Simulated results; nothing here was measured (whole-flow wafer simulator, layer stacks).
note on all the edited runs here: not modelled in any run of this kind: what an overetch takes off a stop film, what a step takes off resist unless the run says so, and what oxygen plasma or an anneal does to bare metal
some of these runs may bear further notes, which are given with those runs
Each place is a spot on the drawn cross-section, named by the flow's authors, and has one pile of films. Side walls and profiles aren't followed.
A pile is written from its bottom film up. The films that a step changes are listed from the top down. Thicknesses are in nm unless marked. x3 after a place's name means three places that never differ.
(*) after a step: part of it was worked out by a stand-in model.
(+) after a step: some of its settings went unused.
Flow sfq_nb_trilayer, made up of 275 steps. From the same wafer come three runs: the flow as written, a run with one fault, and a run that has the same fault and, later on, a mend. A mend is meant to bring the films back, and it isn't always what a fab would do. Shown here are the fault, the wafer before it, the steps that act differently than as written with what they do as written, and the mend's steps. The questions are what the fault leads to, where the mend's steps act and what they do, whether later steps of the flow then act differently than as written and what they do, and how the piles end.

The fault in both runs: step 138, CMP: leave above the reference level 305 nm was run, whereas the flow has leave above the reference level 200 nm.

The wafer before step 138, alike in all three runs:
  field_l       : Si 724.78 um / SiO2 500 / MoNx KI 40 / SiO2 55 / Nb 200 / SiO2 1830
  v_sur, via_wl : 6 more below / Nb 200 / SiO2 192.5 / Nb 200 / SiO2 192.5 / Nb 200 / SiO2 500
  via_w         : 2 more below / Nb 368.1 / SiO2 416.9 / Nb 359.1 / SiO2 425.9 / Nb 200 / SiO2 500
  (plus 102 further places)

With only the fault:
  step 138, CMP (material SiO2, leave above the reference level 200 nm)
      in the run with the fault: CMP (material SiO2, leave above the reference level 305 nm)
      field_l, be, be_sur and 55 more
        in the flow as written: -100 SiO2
        in the run with the fault: nothing
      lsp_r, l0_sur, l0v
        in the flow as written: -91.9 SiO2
        in the run with the fault: nothing
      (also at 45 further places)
  Steps later in the flow that act otherwise than as written (20 more steps, not shown, differ only slightly: by at most 2% or 0.5 nm, whichever is larger):
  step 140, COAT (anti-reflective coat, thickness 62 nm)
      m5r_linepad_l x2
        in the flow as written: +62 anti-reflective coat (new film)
        in the run with the fault: +64 anti-reflective coat (new film)
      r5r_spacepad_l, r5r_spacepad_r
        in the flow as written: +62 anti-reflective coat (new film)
        in the run with the fault: +64.1 anti-reflective coat (new film)
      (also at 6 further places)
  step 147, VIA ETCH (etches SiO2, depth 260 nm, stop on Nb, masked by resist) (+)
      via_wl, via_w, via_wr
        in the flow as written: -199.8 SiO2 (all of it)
        in the run with the fault: -260 SiO2
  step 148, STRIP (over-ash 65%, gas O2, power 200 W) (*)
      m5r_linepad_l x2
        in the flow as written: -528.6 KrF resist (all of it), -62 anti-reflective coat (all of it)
        in the run with the fault: -528 KrF resist (all of it), -64 anti-reflective coat (all of it)
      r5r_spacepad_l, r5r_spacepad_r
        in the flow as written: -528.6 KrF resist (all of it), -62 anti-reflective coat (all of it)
        in the run with the fault: -528.2 KrF resist (all of it), -64.1 anti-reflective coat (all of it)
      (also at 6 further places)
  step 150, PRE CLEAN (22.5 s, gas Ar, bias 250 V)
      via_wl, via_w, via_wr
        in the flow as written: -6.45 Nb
        in the run with the fault: -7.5 SiO2
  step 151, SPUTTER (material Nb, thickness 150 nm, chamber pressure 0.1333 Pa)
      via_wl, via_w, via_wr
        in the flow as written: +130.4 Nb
        in the run with the fault: +123.3 Nb (new film)
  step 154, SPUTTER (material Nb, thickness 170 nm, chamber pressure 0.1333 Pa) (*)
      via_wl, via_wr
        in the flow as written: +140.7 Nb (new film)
        in the run with the fault: +103.1 Nb (new film)
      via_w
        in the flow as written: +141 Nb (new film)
        in the run with the fault: +136 Nb (new film)
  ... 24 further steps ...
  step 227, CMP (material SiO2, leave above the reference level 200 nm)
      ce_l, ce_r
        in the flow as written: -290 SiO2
        in the run with the fault: -300 SiO2
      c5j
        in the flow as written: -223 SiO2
        in the run with the fault: -233 SiO2
  By the end, the piles at field_l, v_sur, via_wl and 103 more depart from the flow's by more than 2% or 0.5 nm, whichever is larger.
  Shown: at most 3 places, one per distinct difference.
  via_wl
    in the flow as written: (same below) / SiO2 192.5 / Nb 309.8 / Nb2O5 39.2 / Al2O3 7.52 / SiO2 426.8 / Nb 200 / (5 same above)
    in the run with the fault: (same below) / SiO2 192.5 / Nb 200 / SiO2 37.3 / Nb 123.3 / Al 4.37 / Al2O3 0.96 / Nb2O5 52.6 / SiO2 469.8 / Nb 200 / (5 same above)
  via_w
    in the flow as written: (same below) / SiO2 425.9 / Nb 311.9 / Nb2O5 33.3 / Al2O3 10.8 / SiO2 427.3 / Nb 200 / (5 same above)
    in the run with the fault: (same below) / SiO2 425.9 / Nb 200 / SiO2 37.3 / Nb 110.8 / Nb2O5 34.7 / Al2O3 10.1 / SiO2 495.5 / Nb 200 / (5 same above)
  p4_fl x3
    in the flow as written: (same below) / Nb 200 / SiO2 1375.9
    in the run with the fault: (same below) / Nb 200 / SiO2 1480.9

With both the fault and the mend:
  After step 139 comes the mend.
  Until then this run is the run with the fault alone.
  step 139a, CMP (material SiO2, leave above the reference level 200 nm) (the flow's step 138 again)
      field_l, be, be_sur and 55 more
        -100 SiO2
      v_sur, via_wl, via_w and 42 more
        -105 SiO2
      lsp_r, l0_sur, l0v
        -91.9 SiO2
  Later steps of the flow that are run all act as written at every place that is followed.
  By the end, the piles equal the flow's at every place that both follow.
